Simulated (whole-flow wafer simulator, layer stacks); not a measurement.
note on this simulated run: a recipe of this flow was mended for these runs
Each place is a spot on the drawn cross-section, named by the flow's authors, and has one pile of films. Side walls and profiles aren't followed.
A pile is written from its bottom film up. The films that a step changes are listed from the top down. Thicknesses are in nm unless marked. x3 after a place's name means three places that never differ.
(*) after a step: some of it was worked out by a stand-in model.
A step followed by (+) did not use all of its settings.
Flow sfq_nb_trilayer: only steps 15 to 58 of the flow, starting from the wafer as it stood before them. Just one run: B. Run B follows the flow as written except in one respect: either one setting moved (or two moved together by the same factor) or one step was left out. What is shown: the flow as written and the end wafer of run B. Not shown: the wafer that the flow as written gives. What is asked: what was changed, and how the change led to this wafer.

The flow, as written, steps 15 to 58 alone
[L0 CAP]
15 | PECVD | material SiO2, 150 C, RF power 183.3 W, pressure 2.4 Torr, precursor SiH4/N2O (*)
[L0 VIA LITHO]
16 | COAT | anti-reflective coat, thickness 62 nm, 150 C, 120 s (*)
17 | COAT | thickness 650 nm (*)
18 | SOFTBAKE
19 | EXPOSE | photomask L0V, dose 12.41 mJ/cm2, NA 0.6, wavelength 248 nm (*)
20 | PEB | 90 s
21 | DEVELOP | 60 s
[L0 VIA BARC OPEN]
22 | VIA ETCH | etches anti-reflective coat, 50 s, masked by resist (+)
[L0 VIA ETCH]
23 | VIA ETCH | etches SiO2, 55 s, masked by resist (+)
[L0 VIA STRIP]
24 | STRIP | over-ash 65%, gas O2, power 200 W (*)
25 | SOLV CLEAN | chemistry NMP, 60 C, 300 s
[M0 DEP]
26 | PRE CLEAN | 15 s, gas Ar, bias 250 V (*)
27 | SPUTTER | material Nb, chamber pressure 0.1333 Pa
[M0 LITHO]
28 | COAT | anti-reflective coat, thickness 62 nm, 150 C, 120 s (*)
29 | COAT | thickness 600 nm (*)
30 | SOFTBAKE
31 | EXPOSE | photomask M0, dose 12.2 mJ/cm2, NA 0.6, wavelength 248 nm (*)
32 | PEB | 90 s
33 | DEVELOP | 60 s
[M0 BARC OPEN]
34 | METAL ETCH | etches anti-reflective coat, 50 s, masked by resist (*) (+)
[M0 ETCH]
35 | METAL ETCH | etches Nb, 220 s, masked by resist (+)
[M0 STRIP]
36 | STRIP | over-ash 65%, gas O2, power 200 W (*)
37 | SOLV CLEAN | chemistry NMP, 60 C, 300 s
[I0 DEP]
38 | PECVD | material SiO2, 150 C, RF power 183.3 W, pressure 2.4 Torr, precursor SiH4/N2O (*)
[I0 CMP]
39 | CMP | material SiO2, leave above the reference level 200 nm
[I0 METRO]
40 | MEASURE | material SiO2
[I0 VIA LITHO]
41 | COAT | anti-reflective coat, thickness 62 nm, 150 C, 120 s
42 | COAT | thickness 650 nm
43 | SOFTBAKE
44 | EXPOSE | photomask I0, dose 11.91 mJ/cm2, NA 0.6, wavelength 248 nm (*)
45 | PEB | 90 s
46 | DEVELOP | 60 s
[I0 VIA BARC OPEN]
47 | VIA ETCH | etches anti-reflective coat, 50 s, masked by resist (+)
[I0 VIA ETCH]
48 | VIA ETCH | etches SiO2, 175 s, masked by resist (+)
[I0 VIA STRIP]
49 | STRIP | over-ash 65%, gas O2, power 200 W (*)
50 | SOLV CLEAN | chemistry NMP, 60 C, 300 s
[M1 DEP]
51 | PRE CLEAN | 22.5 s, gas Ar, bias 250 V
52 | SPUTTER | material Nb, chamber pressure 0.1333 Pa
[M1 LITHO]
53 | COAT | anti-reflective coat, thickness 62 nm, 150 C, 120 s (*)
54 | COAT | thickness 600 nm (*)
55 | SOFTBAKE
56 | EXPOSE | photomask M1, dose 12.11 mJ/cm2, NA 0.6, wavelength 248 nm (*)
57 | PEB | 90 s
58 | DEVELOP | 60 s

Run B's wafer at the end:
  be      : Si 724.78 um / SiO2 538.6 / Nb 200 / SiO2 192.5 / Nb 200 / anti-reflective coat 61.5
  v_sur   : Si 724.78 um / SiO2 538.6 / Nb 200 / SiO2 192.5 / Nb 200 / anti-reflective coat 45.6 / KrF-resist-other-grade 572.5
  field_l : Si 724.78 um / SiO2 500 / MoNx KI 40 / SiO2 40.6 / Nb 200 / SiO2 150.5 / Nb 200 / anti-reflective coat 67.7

Cause: step 15, PECVD: RF power 117.3 W was run, though the flow has RF power 183.3 W.

How this came from the change, step by step:
  15 | PECVD | material SiO2, 150 C, RF power 183.3 W, pressure 2.4 Torr, precursor SiH4/N2O (*)
      v_sur, via_wl, via_w and 97 more: +45.6 SiO2 (as written it would have been: +60 SiO2)
      field_l, l0_sur, l0v, l0r_line_l, l0r_line_c, l0r_line_r: +45.6 SiO2 (new film) (as written it would have been: +60 SiO2 (new film))
  23 | VIA ETCH | etches SiO2, 55 s, masked by resist (+)
      l0v: -45.2 SiO2 (all of it), -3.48 MoNx KI (as written it would have been: -59.7 SiO2 (all of it), -2.03 MoNx KI)
  28 | COAT | anti-reflective coat, thickness 62 nm, 150 C, 120 s (*)
      l0_sur: +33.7 anti-reflective coat (new film) (as written it would have been: +29.3 anti-reflective coat (new film))
      l0v: +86 anti-reflective coat (new film) (as written it would have been: +92.5 anti-reflective coat (new film))
  36 | STRIP | over-ash 65%, gas O2, power 200 W (*)
      l0_sur: -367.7 KrF-resist-other-grade (all of it), -33.7 anti-reflective coat (all of it) (as written it would have been: -370 KrF-resist-other-grade (all of it), -29.3 anti-reflective coat (all of it))
      l0v: -368.1 KrF-resist-other-grade (all of it), -86 anti-reflective coat (all of it) (as written it would have been: -374.1 KrF-resist-other-grade (all of it), -92.5 anti-reflective coat (all of it))
  39 | CMP | material SiO2, leave above the reference level 200 nm
      l0v: -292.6 SiO2 (as written it would have been: -277.4 SiO2)
